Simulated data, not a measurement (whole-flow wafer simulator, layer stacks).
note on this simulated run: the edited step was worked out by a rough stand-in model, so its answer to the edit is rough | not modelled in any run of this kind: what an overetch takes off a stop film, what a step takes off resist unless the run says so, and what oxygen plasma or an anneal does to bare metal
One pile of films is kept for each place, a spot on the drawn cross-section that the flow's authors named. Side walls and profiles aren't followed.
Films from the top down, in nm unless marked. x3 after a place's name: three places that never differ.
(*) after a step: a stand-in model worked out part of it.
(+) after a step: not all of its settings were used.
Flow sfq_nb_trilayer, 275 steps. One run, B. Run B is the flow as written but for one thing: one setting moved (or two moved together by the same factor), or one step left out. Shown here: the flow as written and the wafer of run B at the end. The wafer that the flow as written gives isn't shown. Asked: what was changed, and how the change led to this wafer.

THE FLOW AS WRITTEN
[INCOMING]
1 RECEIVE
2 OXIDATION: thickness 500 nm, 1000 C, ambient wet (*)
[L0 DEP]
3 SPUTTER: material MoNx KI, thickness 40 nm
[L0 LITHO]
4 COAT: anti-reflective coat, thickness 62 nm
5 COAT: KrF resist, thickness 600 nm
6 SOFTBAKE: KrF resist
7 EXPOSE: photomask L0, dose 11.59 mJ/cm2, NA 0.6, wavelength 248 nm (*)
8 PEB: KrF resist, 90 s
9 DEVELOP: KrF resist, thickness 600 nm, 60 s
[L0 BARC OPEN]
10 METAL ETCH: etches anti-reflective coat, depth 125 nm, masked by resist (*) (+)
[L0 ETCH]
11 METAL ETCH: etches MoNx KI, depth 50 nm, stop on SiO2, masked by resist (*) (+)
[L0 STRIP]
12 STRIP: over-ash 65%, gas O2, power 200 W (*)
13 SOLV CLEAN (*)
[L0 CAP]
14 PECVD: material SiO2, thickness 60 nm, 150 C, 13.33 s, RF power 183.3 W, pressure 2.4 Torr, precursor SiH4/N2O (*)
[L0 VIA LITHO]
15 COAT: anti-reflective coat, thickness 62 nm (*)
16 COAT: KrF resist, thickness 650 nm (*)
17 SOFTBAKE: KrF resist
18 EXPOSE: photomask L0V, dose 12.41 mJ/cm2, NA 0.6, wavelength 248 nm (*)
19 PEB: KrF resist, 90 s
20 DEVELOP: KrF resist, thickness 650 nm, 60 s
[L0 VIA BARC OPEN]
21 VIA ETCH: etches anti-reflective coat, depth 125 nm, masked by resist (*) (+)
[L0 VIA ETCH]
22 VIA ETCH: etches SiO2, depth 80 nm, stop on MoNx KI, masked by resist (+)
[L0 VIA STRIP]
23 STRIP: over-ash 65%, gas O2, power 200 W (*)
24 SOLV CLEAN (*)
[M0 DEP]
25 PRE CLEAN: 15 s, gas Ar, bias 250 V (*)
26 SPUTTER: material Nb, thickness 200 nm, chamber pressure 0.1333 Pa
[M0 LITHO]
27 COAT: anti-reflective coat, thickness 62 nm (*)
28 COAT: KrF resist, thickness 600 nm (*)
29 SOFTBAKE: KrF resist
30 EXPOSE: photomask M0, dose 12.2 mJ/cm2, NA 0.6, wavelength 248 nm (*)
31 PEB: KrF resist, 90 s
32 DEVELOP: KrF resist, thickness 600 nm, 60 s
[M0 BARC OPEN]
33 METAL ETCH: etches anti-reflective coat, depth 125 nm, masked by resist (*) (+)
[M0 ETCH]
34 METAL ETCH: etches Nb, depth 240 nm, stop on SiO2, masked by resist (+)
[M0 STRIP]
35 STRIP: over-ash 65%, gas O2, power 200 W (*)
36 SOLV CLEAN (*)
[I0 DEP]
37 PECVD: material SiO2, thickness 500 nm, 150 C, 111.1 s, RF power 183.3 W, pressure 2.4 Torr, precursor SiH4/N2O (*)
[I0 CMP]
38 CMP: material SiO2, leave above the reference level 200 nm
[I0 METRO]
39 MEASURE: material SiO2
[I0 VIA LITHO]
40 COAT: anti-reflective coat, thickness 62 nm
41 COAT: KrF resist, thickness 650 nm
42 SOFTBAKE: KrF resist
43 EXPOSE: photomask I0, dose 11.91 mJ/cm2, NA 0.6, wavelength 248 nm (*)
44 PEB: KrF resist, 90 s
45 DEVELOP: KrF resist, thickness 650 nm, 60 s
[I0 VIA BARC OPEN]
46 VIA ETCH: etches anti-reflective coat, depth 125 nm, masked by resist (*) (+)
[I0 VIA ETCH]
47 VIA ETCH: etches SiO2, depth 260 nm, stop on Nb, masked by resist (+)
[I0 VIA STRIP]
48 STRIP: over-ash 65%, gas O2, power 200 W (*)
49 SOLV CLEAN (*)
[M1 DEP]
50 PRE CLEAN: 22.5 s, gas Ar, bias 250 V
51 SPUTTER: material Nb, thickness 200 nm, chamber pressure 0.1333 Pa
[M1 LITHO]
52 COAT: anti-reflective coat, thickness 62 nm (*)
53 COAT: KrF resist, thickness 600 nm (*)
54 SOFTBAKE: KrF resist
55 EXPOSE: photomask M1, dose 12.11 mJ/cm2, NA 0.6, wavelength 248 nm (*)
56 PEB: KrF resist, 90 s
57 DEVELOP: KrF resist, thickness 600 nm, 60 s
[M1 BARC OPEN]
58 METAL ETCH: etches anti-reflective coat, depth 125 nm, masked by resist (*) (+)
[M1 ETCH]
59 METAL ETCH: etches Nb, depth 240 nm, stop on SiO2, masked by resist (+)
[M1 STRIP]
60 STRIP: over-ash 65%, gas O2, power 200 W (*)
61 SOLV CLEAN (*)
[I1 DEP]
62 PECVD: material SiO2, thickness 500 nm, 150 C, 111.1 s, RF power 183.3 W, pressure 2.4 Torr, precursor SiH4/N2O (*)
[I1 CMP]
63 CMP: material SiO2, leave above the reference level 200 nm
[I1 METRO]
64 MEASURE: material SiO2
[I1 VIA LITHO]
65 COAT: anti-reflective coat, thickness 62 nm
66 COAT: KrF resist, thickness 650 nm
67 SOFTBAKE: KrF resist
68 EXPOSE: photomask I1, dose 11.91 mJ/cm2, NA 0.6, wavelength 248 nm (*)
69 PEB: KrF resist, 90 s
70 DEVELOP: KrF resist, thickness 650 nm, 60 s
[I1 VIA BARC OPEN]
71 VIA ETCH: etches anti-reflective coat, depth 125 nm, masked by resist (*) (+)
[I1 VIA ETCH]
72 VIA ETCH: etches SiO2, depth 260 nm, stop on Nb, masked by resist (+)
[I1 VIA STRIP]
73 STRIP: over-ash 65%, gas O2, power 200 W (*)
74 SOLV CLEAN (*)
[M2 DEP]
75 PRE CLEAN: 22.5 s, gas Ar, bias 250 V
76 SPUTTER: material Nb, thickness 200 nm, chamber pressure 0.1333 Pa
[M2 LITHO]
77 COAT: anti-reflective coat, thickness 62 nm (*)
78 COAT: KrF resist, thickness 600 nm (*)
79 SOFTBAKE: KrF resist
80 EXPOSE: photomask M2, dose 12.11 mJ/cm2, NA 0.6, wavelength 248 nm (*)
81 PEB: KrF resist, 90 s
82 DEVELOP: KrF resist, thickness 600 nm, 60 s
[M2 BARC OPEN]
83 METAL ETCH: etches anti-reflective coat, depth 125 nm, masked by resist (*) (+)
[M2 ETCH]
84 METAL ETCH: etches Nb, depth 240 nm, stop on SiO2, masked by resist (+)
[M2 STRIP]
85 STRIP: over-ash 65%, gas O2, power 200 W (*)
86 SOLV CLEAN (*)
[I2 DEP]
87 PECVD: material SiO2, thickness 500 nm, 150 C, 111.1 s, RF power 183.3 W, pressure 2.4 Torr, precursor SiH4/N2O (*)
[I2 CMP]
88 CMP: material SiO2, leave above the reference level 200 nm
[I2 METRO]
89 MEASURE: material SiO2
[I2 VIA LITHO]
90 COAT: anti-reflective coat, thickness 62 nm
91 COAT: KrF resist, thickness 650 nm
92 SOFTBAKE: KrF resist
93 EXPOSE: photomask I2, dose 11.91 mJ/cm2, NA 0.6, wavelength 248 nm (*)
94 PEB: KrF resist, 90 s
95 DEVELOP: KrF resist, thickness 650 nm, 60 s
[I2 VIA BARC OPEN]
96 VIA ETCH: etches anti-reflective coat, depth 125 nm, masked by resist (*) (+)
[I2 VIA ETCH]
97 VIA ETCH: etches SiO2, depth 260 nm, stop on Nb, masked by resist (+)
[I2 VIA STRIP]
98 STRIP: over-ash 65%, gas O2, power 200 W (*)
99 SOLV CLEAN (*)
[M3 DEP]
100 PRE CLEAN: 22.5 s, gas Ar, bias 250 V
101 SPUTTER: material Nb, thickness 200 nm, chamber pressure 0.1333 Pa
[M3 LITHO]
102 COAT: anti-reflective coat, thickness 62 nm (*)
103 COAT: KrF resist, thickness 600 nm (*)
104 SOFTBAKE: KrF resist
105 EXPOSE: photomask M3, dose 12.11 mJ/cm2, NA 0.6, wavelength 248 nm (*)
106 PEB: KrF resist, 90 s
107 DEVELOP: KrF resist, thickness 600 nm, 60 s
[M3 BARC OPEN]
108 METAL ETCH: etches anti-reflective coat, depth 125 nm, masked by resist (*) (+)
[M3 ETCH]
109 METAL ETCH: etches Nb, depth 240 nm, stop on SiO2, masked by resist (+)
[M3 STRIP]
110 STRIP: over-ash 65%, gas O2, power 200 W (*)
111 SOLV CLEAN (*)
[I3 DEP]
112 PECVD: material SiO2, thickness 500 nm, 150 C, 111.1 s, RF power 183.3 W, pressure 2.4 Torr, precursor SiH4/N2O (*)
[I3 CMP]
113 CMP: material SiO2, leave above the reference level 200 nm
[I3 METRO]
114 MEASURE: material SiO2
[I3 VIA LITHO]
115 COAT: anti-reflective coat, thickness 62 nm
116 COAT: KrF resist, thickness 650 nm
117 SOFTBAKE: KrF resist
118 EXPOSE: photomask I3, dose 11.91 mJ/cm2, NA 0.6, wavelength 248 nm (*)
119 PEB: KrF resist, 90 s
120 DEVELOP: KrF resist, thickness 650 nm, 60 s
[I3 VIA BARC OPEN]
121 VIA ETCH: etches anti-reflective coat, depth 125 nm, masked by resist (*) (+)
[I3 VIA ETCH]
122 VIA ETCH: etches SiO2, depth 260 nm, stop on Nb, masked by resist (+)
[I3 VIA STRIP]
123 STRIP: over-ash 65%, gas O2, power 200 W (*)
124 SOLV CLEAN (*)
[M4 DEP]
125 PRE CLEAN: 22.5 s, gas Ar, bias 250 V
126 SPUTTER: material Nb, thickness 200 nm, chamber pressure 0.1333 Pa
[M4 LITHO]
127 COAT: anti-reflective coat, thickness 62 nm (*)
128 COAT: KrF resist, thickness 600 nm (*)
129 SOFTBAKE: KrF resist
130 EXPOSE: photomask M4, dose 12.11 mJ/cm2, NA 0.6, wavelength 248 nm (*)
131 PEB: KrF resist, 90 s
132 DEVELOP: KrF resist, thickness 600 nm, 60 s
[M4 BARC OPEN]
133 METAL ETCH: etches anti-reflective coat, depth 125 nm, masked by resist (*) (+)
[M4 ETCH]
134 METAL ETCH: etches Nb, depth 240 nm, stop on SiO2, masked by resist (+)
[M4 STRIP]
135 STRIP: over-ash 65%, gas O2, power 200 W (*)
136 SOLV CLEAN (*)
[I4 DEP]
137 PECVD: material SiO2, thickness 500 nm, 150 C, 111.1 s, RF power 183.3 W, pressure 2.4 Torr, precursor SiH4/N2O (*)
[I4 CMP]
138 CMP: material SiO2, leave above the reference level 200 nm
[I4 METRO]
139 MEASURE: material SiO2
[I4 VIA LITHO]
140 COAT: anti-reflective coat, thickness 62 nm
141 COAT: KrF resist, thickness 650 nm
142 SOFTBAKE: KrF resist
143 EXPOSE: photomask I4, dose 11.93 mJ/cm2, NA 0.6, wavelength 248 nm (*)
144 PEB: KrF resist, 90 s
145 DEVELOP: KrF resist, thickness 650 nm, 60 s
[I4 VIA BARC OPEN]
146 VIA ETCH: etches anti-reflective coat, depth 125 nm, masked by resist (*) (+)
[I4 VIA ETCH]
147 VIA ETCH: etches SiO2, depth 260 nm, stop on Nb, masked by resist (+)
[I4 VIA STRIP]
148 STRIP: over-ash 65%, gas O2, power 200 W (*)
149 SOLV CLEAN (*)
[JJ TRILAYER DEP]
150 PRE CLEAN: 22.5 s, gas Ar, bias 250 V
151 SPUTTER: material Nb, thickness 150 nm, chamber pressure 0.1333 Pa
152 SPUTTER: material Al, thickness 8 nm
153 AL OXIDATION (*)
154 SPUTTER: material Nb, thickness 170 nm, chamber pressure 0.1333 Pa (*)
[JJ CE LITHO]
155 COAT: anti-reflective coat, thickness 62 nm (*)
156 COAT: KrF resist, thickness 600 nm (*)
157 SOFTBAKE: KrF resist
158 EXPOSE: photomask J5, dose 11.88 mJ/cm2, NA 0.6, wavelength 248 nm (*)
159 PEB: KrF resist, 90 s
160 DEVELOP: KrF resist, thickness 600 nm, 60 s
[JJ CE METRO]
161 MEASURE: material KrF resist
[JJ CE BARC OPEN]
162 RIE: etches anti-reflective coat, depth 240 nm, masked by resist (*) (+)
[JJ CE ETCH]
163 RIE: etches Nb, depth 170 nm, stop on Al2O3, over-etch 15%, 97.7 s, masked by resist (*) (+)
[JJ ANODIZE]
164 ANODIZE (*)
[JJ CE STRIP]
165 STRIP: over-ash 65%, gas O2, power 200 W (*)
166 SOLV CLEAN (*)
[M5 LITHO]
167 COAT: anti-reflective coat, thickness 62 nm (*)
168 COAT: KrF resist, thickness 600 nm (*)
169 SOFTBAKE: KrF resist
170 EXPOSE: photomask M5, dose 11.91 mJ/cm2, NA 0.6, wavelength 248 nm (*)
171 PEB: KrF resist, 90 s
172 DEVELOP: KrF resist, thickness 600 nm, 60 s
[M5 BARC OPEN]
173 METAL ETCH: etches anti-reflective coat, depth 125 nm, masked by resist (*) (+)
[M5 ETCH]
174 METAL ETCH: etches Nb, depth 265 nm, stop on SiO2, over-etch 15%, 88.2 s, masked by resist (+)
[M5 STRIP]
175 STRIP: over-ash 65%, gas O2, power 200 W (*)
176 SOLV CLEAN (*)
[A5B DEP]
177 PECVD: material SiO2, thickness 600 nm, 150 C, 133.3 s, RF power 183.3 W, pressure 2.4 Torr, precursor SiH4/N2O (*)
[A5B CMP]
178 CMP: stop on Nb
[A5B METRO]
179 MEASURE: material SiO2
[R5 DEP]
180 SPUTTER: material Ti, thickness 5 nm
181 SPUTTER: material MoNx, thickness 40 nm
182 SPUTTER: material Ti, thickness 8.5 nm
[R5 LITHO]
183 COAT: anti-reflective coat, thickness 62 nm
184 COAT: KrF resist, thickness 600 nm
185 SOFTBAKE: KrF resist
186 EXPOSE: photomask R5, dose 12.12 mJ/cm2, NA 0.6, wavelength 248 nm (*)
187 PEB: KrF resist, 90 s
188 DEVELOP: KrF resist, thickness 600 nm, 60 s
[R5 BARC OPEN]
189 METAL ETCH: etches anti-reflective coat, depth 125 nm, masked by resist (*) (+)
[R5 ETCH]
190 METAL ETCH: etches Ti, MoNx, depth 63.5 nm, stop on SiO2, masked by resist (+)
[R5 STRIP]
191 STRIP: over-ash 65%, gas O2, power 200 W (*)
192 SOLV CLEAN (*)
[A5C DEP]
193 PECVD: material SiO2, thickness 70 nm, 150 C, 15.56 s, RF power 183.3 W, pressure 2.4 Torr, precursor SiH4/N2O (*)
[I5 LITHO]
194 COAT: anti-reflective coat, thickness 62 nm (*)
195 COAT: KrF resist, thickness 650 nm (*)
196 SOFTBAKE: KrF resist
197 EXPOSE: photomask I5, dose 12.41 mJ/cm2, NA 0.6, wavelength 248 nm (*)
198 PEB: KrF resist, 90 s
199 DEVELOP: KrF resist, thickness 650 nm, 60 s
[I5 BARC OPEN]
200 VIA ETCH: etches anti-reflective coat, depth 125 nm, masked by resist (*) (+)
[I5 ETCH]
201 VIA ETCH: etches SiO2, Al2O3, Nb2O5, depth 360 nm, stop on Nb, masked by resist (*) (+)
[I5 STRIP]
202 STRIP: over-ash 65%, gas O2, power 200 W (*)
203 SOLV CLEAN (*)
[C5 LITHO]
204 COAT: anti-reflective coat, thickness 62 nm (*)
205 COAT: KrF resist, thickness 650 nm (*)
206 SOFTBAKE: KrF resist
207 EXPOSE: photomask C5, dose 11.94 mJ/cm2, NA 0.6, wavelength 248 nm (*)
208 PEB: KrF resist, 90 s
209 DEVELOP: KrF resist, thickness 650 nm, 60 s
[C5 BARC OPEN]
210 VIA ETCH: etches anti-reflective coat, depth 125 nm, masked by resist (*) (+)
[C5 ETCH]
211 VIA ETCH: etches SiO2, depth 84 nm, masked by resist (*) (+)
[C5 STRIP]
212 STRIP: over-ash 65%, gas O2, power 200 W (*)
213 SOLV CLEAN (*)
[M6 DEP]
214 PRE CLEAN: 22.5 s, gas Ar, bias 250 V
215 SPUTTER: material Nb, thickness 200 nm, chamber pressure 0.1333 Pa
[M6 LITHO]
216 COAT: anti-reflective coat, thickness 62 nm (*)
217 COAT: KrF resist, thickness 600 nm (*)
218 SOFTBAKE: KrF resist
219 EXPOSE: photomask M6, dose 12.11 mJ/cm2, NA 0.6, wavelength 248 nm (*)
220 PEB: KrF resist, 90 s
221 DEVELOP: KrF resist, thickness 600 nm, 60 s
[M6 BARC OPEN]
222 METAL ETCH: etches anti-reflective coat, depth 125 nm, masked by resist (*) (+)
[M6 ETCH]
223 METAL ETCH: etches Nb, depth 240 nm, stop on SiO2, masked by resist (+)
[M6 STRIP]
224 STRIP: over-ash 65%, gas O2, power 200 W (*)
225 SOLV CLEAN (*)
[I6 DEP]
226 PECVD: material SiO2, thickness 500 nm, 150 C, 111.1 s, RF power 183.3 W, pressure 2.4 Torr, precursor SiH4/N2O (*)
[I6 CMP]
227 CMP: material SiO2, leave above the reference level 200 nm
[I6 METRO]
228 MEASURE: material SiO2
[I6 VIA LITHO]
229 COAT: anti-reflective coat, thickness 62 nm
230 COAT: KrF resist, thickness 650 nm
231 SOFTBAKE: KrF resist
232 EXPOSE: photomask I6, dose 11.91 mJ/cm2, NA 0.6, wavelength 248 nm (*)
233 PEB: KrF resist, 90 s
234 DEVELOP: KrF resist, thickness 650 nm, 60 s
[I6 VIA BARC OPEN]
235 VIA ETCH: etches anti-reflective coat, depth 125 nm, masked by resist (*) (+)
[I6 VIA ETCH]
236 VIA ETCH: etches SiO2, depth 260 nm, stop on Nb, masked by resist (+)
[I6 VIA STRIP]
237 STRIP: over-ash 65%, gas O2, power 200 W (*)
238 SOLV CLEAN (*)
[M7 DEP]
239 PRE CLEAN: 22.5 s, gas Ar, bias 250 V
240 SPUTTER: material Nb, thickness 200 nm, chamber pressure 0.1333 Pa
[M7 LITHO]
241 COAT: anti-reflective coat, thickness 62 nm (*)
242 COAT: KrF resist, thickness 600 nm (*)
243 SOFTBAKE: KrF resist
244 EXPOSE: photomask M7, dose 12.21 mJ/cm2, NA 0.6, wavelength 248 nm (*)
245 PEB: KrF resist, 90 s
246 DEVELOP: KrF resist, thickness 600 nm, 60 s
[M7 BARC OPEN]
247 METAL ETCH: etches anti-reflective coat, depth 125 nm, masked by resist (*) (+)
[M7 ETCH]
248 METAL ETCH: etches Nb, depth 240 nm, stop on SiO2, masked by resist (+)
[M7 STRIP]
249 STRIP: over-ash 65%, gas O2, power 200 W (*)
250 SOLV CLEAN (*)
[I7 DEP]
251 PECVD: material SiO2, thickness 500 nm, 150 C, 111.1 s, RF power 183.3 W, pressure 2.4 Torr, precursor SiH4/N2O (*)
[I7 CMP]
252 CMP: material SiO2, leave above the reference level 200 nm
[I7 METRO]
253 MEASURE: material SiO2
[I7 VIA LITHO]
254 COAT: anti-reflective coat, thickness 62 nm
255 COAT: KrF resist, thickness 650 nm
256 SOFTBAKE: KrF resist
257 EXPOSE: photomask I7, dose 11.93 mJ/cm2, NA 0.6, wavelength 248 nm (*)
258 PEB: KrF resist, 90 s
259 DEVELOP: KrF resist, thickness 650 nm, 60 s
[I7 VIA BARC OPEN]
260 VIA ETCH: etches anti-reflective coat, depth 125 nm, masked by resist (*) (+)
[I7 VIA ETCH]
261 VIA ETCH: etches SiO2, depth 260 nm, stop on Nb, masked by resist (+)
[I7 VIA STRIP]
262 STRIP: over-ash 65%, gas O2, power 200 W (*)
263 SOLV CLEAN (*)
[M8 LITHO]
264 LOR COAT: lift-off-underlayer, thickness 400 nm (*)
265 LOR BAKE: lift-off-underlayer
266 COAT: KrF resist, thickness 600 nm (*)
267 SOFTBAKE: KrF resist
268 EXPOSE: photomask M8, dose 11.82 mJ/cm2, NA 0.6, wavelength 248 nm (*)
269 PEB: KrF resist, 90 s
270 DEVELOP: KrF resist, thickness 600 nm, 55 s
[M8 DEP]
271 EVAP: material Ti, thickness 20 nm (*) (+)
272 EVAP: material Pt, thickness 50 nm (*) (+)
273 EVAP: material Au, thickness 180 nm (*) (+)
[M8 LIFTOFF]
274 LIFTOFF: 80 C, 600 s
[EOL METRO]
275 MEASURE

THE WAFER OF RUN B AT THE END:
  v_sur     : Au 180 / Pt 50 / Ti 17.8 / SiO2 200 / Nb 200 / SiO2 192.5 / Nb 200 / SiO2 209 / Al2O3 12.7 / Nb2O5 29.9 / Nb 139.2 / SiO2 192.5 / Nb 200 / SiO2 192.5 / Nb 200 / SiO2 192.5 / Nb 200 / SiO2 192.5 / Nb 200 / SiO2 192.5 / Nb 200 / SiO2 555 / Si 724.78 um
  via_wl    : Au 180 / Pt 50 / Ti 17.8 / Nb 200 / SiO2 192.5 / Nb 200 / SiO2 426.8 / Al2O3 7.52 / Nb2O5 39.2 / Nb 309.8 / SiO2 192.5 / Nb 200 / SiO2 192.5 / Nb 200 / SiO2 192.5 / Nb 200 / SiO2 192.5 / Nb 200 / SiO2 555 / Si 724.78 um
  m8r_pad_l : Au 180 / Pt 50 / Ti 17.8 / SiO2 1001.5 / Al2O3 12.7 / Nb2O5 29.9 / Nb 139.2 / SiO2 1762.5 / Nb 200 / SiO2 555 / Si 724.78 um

The cause: step 271, EVAP: thickness 17.8 nm was run, where the flow has thickness 20 nm.
It can be read off the wafer: v_sur has Ti 17.8, and step 271 as written asks for 20 nm.

How the change led to this, step by step:
  271 EVAP: material Ti, thickness 20 nm (*) (+)
      field_l, v_sur, via_wl and 103 more: Ti +17.8 (new film) (as written it would be: Ti +20 (new film))
  274 LIFTOFF: 80 C, 600 s
      p4_fl, p4_fm, p4_w1 and 71 more: Au -180 (all of it), Pt -50 (all of it), Ti -17.8 (all of it), KrF resist -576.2 (all of it), lift-off-underlayer -400 (all of it) (as written it would be: Au -180 (all of it), Pt -50 (all of it), Ti -20 (all of it), KrF resist -576.2 (all of it), lift-off-underlayer -400 (all of it))
      c5j, ce_r: Au -180 (all of it), Pt -50 (all of it), Ti -17.8 (all of it), KrF resist -573.3 (all of it), lift-off-underlayer -399.3 (all of it) (as written it would be: Au -180 (all of it), Pt -50 (all of it), Ti -20 (all of it), KrF resist -573.3 (all of it), lift-off-underlayer -399.3 (all of it))
      (and at 19 more places)
